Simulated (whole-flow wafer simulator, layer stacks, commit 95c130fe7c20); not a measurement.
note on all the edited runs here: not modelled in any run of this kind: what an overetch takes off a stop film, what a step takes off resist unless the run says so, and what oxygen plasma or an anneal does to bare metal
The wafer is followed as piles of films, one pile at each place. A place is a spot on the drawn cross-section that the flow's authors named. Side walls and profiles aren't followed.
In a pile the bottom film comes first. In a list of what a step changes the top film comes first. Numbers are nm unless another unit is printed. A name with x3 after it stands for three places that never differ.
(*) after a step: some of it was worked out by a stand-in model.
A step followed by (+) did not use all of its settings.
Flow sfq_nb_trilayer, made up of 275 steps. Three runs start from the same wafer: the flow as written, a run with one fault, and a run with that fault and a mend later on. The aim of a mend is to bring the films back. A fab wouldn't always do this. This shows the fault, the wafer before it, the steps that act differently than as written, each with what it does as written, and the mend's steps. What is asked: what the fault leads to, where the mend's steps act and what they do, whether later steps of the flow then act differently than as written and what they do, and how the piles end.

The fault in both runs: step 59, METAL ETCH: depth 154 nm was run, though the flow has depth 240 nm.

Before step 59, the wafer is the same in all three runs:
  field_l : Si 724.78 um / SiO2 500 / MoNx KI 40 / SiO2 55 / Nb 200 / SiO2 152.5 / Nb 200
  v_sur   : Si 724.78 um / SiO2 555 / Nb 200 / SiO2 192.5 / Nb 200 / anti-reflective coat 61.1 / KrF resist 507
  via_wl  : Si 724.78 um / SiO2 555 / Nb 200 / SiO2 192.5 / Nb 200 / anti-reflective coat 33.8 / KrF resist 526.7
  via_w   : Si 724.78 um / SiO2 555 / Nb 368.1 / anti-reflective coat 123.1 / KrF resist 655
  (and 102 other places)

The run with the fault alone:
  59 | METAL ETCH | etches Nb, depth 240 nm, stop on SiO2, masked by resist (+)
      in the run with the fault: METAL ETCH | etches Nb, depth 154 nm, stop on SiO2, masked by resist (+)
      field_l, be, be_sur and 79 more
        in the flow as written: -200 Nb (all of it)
        in the run with the fault: -154 Nb
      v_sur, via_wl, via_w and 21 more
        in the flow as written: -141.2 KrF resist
        in the run with the fault: -90.6 KrF resist
  Later steps of the flow acting differently than as written:
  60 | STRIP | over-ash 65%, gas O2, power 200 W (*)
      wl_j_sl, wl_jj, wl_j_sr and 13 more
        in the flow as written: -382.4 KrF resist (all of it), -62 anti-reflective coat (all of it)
        in the run with the fault: -433 KrF resist (all of it), -62 anti-reflective coat (all of it)
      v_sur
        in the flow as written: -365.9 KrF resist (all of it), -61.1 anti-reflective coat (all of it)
        in the run with the fault: -416.5 KrF resist (all of it), -61.1 anti-reflective coat (all of it)
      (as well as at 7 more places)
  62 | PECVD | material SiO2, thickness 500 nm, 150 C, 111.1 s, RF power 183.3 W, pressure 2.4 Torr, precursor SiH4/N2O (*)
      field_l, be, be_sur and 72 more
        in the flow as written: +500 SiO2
        in the run with the fault: +500 SiO2 (new film)
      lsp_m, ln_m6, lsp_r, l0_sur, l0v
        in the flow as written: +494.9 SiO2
        in the run with the fault: +500 SiO2 (new film)
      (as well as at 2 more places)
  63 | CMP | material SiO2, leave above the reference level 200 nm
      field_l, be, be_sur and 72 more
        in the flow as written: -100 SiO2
        in the run with the fault: -146 SiO2
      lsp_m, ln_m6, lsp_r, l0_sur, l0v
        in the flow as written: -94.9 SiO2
        in the run with the fault: -146 SiO2
  The piles end different from the flow's at field_l, be, be_sur and 79 more by more than 2% or 0.5 nm, whichever is larger.
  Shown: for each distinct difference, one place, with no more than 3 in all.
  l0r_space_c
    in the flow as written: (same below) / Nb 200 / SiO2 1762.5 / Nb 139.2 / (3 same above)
    in the run with the fault: (same below) / Nb 200 / SiO2 192.5 / Nb 46 / SiO2 1524 / Nb 139.2 / (3 same above)
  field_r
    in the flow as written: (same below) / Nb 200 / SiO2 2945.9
    in the run with the fault: (same below) / Nb 200 / SiO2 192.5 / Nb 46 / SiO2 2707.4
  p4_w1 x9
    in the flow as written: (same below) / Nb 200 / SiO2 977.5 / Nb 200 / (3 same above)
    in the run with the fault: (same below) / Nb 200 / SiO2 192.5 / Nb 46 / SiO2 739 / Nb 200 / (3 same above)

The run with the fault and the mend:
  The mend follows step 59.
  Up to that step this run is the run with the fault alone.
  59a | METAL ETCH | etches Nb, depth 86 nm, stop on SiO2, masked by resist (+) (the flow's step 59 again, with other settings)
      field_l, be, be_sur and 79 more
        -46 Nb (all of it)
      v_sur, via_wl, via_w and 21 more
        -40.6 KrF resist
  Later steps of the flow acting differently than as written:
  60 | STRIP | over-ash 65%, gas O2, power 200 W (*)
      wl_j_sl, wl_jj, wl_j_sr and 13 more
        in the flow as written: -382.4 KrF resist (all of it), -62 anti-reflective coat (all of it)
        in the run with the mend: -392.4 KrF resist (all of it), -62 anti-reflective coat (all of it)
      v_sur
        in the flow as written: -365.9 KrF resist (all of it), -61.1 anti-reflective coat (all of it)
        in the run with the mend: -375.9 KrF resist (all of it), -61.1 anti-reflective coat (all of it)
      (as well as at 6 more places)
  By the end, the piles equal the flow's at every place that both follow.
